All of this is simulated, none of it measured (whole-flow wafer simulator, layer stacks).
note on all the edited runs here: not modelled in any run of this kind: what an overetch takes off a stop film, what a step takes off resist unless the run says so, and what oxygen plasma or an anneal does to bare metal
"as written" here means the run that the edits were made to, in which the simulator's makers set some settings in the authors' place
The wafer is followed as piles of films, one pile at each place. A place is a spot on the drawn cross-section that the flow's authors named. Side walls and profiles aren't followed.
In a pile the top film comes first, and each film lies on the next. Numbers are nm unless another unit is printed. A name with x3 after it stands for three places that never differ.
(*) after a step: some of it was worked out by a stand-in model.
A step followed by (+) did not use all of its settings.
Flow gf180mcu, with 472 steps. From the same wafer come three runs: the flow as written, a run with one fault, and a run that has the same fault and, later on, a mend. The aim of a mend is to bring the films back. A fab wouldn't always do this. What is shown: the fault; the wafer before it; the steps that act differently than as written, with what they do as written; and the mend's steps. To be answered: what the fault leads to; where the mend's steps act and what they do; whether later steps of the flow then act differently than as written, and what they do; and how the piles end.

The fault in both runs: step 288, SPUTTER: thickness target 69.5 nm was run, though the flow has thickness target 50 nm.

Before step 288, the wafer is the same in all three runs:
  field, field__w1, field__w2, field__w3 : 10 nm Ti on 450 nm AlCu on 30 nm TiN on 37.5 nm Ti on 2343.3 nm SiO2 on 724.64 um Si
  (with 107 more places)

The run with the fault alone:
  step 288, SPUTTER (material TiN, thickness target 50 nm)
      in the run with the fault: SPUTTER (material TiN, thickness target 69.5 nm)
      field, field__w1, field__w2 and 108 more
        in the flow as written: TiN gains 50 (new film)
        in the run with the fault: TiN gains 69.5 (new film)
  Steps further on in the flow that do not act as written (3 other steps are not shown; they differ only slightly, by no more than 2% or 0.5 nm, whichever is larger):
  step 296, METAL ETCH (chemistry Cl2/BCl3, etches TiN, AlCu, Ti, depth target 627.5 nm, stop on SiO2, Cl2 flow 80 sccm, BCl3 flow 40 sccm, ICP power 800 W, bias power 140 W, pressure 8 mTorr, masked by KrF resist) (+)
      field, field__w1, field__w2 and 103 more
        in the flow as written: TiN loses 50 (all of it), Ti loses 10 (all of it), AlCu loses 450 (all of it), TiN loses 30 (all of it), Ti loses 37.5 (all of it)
        in the run with the fault: TiN loses 69.5 (all of it), Ti loses 10 (all of it), AlCu loses 450 (all of it), TiN loses 30 (all of it), Ti loses 37.5 (all of it)
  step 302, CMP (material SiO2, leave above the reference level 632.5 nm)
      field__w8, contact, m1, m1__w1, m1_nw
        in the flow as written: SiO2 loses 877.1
        in the run with the fault: SiO2 loses 896.6
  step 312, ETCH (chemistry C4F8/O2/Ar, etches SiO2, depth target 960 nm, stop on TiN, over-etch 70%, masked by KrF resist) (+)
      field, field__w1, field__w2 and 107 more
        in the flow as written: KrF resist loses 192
        in the run with the fault: KrF resist loses 188
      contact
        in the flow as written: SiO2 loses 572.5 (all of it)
        in the run with the fault: SiO2 loses 553 (all of it)
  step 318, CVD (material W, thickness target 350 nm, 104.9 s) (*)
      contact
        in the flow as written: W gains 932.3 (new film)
        in the run with the fault: W gains 912.6 (new film)
  At field__w8, contact, m1, m1__w1, m1_nw, the piles at the end differ from the flow's by more than 2% or 0.5 nm, whichever is larger.
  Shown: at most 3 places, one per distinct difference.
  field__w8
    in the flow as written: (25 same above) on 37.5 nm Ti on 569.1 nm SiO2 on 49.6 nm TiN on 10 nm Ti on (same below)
    in the run with the fault: (25 same above) on 37.5 nm Ti on 549.6 nm SiO2 on 69.1 nm TiN on 10 nm Ti on (same below)
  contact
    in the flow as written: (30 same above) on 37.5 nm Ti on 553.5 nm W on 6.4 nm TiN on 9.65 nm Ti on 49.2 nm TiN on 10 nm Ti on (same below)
    in the run with the fault: (30 same above) on 37.5 nm Ti on 533.8 nm W on 6.48 nm TiN on 9.76 nm Ti on 68.7 nm TiN on 10 nm Ti on (same below)

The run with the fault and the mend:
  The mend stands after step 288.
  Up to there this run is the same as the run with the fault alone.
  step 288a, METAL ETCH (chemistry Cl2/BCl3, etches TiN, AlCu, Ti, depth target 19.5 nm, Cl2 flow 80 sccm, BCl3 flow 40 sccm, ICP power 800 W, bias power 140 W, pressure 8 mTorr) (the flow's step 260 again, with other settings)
      field, field__w1, field__w2 and 108 more
        TiN loses 19.5
  None of the later steps of the flow acts differently than as written at any place that is followed.
  At every place that both follow, the piles at the end match the flow's.
